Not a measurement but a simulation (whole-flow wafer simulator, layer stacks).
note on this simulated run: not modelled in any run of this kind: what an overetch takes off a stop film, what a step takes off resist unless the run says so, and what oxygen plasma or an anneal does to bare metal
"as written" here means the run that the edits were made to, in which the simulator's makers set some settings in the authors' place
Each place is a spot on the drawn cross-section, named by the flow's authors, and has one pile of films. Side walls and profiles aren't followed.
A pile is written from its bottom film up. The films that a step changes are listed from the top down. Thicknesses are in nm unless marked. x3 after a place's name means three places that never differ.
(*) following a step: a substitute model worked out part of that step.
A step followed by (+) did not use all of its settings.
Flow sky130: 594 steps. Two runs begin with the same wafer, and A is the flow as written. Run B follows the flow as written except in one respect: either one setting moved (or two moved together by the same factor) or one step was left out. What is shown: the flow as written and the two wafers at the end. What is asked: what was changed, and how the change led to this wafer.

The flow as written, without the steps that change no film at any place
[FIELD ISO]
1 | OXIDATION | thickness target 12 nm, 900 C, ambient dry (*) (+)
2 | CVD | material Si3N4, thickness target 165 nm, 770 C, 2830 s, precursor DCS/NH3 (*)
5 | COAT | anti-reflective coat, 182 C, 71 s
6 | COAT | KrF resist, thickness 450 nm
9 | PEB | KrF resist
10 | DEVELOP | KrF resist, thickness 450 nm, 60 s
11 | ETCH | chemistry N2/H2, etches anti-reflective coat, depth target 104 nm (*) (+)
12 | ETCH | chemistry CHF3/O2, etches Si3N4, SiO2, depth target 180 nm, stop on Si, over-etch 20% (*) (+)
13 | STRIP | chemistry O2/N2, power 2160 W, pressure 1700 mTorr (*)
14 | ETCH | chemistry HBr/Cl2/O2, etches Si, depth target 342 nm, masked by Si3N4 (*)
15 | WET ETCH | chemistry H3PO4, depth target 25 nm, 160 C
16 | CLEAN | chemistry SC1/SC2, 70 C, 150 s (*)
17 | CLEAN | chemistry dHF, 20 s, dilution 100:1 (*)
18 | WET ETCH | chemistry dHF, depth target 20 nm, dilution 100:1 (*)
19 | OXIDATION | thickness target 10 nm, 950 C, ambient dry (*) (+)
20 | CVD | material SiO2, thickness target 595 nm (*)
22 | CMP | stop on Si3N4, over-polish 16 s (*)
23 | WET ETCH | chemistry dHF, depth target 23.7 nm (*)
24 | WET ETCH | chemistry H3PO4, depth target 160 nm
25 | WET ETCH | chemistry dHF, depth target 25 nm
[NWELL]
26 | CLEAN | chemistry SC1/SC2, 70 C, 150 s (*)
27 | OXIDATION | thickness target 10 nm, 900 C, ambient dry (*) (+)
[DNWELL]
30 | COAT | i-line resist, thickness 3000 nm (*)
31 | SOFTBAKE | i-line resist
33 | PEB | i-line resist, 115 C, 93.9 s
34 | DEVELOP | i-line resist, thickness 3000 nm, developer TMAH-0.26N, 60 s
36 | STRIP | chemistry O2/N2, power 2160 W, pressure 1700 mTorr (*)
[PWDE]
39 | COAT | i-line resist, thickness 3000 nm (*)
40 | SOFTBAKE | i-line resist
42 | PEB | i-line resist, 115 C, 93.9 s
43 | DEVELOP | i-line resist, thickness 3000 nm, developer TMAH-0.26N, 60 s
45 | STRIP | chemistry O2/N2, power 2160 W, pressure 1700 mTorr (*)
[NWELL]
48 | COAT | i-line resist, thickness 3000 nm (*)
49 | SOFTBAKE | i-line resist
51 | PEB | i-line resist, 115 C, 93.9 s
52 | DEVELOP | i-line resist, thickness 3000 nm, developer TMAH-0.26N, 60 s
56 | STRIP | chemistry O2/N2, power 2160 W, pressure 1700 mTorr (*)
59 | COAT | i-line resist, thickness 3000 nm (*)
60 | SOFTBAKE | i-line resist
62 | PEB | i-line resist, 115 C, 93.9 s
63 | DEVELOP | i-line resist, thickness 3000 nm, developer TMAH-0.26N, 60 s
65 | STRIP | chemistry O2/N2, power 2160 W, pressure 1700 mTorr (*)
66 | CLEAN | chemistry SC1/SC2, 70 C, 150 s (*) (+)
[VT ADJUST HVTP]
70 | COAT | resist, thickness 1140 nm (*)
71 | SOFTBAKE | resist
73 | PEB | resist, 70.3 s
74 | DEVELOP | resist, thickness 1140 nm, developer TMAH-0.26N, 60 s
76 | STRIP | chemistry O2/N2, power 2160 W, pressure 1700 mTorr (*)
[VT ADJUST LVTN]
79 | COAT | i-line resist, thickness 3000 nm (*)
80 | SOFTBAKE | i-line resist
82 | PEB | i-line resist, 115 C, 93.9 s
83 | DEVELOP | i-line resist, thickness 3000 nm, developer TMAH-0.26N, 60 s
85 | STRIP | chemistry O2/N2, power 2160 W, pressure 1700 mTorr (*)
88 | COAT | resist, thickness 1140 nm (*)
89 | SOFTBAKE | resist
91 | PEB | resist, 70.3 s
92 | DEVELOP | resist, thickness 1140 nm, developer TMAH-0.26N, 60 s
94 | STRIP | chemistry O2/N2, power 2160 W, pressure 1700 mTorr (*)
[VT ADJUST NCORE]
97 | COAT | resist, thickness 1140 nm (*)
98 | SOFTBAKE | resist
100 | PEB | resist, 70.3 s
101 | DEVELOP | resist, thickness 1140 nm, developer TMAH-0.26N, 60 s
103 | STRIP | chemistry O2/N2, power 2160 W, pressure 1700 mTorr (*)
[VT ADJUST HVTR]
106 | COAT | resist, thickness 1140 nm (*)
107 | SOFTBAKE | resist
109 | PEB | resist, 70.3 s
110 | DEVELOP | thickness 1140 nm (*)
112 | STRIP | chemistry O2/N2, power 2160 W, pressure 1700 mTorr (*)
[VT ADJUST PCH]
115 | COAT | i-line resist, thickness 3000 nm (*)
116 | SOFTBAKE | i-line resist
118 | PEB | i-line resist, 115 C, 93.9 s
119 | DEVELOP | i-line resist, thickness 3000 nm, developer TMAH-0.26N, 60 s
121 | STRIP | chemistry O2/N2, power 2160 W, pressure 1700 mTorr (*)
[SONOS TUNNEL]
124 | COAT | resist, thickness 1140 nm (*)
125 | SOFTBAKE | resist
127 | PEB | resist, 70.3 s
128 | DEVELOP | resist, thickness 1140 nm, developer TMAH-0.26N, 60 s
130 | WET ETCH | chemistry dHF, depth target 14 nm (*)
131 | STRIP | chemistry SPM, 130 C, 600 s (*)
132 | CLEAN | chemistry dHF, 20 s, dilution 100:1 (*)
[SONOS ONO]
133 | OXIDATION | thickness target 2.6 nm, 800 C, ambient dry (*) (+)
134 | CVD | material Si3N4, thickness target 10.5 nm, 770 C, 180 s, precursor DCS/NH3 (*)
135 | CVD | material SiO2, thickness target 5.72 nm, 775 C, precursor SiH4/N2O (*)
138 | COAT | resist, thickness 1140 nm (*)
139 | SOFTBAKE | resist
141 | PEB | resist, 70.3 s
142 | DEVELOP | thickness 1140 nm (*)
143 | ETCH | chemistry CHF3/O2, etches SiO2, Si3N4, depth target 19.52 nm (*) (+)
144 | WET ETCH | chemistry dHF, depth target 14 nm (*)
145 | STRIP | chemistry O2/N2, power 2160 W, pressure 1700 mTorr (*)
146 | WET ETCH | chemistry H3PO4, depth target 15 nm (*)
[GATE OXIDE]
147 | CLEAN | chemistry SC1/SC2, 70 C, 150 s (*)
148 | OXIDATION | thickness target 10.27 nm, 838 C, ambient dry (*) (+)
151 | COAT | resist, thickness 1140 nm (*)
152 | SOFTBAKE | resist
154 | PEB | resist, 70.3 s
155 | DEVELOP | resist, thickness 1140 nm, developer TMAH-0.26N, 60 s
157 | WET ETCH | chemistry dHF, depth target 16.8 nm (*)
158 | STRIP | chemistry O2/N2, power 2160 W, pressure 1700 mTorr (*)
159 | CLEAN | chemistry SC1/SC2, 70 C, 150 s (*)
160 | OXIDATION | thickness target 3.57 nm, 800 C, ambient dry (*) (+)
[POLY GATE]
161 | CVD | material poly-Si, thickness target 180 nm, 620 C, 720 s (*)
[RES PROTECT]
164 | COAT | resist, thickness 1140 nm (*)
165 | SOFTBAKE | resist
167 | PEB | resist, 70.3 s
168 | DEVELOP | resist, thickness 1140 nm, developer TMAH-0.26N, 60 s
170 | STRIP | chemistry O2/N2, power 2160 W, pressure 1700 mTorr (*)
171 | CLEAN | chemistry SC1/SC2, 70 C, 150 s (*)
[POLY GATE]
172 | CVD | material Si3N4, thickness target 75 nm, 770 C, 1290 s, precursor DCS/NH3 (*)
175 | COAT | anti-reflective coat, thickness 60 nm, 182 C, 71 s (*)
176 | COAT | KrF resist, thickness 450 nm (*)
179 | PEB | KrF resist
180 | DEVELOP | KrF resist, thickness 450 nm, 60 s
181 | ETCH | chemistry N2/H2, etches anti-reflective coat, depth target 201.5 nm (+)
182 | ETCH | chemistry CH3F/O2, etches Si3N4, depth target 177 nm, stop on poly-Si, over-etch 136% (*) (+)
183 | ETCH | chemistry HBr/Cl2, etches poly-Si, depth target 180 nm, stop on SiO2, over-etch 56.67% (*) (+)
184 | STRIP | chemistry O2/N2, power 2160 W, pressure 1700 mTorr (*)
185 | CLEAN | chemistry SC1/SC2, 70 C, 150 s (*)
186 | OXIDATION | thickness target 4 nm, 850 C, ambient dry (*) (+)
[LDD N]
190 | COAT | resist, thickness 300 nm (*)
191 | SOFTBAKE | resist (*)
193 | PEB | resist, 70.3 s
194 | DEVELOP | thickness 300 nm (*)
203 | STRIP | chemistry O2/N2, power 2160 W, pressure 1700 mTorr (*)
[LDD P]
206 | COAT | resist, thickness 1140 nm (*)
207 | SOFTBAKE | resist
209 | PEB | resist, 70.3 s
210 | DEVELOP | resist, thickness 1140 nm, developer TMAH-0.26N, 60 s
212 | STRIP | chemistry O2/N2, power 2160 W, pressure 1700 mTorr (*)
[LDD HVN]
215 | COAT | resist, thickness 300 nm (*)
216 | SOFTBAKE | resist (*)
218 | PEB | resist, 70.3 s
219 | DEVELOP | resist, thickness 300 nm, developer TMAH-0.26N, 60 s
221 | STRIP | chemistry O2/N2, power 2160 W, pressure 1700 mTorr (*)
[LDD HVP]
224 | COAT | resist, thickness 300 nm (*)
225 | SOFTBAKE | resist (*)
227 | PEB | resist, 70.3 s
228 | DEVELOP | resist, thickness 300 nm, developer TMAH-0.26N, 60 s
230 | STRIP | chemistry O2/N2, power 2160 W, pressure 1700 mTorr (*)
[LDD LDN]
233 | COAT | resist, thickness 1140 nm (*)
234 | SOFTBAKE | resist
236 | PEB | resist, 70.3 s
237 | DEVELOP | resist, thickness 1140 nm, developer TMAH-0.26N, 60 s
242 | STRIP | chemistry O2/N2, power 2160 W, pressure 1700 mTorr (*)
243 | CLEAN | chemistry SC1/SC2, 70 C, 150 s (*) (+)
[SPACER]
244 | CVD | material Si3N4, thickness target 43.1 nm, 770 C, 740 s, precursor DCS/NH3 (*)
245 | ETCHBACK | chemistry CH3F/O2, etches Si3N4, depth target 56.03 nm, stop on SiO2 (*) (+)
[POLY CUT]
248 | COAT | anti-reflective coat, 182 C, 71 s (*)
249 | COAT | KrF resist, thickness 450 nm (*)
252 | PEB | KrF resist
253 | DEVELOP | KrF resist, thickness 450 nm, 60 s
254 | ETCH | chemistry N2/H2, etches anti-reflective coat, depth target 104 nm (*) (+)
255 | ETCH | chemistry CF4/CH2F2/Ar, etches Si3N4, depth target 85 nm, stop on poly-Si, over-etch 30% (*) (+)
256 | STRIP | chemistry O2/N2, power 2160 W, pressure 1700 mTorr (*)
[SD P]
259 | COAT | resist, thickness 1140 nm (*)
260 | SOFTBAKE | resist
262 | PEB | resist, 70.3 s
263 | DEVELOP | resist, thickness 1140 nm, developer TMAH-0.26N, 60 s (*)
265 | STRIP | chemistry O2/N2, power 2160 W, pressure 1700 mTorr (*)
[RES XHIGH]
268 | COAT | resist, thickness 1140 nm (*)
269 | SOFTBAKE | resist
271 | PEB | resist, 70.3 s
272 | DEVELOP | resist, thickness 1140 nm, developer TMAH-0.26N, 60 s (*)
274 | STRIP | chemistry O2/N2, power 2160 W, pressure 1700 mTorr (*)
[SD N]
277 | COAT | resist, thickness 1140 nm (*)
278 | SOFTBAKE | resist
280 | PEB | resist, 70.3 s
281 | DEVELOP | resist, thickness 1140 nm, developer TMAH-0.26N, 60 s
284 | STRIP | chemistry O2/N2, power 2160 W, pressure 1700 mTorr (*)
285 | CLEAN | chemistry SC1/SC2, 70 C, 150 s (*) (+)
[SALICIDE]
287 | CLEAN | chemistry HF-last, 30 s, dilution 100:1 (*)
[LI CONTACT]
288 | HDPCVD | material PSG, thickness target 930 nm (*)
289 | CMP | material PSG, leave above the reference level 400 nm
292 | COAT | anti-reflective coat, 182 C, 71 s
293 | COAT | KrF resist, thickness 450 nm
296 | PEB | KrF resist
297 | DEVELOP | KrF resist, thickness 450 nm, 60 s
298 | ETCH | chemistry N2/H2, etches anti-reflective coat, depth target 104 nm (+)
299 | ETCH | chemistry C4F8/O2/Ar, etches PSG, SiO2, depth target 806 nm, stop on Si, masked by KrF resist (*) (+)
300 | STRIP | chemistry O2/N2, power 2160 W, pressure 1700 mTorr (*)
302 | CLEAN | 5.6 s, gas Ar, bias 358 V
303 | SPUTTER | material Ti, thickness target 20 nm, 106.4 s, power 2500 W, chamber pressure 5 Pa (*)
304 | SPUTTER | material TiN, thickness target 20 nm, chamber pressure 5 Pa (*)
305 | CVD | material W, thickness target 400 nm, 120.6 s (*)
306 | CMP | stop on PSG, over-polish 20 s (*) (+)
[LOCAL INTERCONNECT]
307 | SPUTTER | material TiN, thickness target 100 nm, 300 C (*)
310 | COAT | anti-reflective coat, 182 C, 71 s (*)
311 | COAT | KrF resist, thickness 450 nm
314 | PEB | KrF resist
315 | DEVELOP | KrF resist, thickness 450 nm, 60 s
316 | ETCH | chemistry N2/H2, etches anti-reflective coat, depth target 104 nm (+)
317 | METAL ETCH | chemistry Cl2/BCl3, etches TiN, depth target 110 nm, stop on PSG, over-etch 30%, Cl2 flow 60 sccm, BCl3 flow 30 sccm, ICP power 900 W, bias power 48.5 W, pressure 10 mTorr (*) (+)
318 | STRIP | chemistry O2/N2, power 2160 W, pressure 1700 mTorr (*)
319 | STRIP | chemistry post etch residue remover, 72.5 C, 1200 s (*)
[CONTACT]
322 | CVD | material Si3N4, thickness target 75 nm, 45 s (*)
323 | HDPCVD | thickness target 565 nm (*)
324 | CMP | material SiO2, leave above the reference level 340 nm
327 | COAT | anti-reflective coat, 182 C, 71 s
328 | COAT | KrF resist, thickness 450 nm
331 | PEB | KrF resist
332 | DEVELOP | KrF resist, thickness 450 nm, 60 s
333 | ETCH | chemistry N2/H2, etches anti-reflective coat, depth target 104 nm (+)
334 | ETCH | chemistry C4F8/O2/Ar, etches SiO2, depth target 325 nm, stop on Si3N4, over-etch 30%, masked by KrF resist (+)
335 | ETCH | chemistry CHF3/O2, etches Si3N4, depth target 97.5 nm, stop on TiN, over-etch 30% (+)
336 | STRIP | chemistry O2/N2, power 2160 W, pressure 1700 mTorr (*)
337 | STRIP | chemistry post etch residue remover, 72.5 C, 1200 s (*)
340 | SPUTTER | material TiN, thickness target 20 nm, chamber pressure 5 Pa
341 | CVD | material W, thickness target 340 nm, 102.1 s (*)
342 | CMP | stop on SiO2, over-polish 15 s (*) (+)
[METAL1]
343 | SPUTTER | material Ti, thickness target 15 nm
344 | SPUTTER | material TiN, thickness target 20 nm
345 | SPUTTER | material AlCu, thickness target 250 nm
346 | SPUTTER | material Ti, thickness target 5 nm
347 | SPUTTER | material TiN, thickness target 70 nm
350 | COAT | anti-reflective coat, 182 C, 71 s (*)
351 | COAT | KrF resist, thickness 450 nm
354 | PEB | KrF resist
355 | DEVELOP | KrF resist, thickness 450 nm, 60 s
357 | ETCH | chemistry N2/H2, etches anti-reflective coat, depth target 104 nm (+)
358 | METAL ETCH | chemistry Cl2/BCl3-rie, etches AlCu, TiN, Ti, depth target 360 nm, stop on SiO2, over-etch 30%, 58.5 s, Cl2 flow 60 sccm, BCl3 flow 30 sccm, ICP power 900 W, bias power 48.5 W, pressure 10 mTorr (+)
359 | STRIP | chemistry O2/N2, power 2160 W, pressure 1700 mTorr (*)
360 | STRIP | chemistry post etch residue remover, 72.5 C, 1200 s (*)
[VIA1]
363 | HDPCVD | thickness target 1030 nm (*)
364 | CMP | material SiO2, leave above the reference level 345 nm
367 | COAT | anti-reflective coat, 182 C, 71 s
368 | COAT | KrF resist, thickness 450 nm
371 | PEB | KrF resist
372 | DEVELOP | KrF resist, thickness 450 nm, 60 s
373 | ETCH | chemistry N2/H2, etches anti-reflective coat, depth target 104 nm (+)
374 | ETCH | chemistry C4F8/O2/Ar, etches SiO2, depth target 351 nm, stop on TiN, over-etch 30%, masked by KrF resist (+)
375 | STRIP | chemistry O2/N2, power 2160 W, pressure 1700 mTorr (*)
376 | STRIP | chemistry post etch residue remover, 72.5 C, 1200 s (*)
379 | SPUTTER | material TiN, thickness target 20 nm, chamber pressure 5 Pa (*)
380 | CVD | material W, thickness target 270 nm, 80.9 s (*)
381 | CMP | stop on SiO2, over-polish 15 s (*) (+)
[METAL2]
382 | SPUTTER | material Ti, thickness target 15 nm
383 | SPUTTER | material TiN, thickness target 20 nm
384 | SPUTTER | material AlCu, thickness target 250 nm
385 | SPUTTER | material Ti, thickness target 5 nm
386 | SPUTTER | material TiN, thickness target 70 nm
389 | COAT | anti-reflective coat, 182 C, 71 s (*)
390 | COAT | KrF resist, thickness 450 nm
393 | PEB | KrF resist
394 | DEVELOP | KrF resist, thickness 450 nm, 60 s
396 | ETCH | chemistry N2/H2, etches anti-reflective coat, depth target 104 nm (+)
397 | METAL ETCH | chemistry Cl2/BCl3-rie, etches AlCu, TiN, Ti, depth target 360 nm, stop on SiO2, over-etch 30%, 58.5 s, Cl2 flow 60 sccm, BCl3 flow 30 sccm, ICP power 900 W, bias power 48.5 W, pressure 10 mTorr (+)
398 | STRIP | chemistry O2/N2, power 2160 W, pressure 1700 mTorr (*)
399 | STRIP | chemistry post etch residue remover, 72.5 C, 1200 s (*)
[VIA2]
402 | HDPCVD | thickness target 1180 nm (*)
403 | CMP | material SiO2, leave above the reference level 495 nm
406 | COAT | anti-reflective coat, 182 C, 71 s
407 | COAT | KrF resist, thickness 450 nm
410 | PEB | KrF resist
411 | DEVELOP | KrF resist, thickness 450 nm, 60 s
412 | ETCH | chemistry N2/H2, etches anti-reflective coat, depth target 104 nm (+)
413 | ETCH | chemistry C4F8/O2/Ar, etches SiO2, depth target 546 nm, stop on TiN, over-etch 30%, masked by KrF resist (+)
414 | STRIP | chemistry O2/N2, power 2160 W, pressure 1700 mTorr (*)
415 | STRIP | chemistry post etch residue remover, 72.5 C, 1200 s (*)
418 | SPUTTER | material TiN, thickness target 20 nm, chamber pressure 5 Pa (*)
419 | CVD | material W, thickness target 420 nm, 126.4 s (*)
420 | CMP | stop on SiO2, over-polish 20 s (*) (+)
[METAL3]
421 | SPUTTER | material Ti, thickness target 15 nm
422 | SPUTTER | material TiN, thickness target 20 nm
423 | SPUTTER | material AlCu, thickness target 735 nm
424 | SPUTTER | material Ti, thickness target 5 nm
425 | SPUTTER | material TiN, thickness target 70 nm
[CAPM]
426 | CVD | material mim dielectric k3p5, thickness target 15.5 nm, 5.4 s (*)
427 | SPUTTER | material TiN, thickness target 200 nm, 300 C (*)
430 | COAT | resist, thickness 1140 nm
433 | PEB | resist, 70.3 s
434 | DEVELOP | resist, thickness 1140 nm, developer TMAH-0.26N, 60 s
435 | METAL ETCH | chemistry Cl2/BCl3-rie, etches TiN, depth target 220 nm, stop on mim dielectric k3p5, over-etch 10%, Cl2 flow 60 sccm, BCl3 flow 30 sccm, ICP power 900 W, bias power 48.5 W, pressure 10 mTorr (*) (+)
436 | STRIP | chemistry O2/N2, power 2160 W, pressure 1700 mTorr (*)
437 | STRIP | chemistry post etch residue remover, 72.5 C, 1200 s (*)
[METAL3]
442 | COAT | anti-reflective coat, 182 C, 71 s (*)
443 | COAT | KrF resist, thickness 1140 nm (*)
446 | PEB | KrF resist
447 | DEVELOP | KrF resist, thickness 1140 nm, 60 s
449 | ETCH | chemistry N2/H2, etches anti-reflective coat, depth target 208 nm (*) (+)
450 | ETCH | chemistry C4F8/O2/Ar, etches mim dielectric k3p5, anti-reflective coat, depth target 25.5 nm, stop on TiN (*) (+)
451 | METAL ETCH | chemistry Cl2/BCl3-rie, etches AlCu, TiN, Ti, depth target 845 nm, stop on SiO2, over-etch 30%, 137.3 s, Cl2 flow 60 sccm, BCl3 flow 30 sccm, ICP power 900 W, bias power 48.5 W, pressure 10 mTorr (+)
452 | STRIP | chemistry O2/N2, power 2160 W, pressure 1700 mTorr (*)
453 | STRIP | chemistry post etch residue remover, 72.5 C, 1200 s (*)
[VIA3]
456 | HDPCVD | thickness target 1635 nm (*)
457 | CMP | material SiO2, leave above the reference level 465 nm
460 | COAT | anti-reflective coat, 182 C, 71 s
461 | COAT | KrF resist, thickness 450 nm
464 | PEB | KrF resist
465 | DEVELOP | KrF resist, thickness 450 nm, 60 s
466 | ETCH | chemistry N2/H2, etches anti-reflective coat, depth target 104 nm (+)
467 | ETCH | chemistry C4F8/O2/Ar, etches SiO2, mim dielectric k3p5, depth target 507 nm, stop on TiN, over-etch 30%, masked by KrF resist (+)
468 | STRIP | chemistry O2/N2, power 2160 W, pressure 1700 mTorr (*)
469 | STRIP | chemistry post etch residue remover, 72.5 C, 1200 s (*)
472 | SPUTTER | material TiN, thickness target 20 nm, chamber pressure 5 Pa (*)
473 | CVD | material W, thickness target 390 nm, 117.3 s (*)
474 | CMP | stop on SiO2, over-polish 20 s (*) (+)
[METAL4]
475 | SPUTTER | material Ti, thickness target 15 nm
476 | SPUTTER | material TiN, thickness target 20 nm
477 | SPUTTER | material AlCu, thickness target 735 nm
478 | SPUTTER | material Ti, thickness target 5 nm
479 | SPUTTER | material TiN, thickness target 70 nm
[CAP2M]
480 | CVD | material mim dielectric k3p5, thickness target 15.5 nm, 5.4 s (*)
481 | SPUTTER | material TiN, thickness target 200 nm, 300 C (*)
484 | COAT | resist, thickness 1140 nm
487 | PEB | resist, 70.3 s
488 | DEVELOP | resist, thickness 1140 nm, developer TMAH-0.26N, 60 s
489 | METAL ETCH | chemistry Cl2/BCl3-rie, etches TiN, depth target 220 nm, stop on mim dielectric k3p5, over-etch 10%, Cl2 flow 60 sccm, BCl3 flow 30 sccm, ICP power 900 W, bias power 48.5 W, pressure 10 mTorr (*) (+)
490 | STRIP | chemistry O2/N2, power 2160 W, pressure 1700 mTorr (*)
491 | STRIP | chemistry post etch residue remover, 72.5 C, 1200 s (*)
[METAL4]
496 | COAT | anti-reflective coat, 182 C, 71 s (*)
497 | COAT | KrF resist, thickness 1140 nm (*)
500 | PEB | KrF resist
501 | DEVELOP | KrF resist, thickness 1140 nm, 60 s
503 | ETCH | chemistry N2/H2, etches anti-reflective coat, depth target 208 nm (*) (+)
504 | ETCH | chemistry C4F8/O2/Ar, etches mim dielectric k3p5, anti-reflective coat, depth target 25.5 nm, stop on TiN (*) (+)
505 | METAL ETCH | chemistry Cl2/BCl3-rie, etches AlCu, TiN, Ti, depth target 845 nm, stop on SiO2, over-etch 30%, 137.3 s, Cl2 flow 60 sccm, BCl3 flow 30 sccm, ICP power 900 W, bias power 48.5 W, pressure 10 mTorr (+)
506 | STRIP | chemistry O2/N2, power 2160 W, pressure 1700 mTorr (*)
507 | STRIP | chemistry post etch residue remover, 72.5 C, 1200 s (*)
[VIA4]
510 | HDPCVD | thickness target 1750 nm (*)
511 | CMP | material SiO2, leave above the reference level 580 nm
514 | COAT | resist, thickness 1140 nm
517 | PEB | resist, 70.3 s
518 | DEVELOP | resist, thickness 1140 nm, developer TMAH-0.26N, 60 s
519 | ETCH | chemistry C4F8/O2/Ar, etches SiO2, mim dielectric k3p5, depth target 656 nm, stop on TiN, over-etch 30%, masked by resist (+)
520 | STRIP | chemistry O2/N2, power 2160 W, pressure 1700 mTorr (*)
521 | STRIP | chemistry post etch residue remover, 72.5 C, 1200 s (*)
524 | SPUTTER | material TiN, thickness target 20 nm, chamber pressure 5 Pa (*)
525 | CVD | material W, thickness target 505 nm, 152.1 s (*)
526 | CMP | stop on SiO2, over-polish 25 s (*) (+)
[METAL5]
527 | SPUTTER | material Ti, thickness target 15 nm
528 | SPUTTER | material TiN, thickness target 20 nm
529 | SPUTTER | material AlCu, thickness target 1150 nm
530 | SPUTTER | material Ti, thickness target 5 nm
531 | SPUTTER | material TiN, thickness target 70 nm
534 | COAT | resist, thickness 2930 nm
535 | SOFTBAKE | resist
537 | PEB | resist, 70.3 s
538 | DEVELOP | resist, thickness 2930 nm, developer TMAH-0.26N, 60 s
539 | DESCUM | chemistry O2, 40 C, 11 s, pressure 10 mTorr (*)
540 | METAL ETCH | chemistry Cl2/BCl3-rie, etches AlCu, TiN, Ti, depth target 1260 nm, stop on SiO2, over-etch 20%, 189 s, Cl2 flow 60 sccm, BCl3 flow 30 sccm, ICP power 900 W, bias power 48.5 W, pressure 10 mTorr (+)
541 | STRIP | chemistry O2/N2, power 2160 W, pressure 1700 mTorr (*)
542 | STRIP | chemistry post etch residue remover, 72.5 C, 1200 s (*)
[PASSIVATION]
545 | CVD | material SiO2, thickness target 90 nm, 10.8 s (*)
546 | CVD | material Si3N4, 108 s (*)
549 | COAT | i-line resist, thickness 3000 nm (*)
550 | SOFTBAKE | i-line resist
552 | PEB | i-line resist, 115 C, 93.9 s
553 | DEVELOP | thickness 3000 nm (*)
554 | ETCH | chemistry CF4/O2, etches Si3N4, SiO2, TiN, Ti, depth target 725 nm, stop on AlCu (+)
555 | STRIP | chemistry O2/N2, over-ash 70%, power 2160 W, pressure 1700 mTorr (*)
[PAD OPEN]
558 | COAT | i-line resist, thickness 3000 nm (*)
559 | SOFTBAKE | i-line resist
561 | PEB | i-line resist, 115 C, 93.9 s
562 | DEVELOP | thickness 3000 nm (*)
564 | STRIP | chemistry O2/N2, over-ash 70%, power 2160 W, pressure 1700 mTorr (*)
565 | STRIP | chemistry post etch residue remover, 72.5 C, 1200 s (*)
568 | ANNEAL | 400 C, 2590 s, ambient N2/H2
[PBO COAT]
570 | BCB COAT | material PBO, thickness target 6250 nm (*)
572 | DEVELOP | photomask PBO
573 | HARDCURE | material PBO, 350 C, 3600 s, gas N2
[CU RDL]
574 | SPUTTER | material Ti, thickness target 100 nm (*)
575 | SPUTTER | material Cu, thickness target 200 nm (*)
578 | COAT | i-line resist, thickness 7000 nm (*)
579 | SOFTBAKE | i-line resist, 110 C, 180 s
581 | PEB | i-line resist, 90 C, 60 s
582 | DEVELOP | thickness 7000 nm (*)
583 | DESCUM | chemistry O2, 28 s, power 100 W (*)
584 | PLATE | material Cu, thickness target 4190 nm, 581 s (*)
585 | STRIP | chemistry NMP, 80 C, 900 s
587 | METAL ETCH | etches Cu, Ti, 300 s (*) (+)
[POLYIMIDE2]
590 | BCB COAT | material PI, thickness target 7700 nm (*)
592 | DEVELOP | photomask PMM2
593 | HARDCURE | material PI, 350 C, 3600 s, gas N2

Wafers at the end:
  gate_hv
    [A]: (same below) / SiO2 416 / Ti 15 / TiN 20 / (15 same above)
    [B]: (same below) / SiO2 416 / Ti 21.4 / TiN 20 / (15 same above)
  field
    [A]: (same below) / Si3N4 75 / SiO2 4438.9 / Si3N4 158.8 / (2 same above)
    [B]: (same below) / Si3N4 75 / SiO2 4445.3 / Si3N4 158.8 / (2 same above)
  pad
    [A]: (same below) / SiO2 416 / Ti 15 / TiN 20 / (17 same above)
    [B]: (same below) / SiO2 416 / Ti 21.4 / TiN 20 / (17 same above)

The reason: step 421, SPUTTER: thickness target 21.4 nm was run, though the flow has thickness target 15 nm.
The wafer itself shows it: gate_hv has Ti 21.4, and step 421 as written asks for 15 nm.

The path from the change to this, step by step:
  421 | SPUTTER | material Ti, thickness target 15 nm
      field, active, n_well and 188 more: A +15 Ti (new film) | B +21.4 Ti (new film)
  451 | METAL ETCH | chemistry Cl2/BCl3-rie, etches AlCu, TiN, Ti, depth target 845 nm, stop on SiO2, over-etch 30%, 137.3 s, Cl2 flow 60 sccm, BCl3 flow 30 sccm, ICP power 900 W, bias power 48.5 W, pressure 10 mTorr (+)
      field, gate, spacer and 68 more: A -70 TiN (all of it), -5 Ti (all of it), -735 AlCu (all of it), -20 TiN (all of it), -15 Ti (all of it), -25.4 SiO2 | B -70 TiN (all of it), -5 Ti (all of it), -735 AlCu (all of it), -20 TiN (all of it), -21.4 Ti (all of it), -24.7 SiO2
      active, vpp_ln, vpp_iso2 and 11 more: A -70 TiN (all of it), -5 Ti (all of it), -735 AlCu (all of it), -20 TiN (all of it), -15 Ti (all of it), -25.3 SiO2 | B -70 TiN (all of it), -5 Ti (all of it), -735 AlCu (all of it), -20 TiN (all of it), -21.4 Ti (all of it), -24.7 SiO2
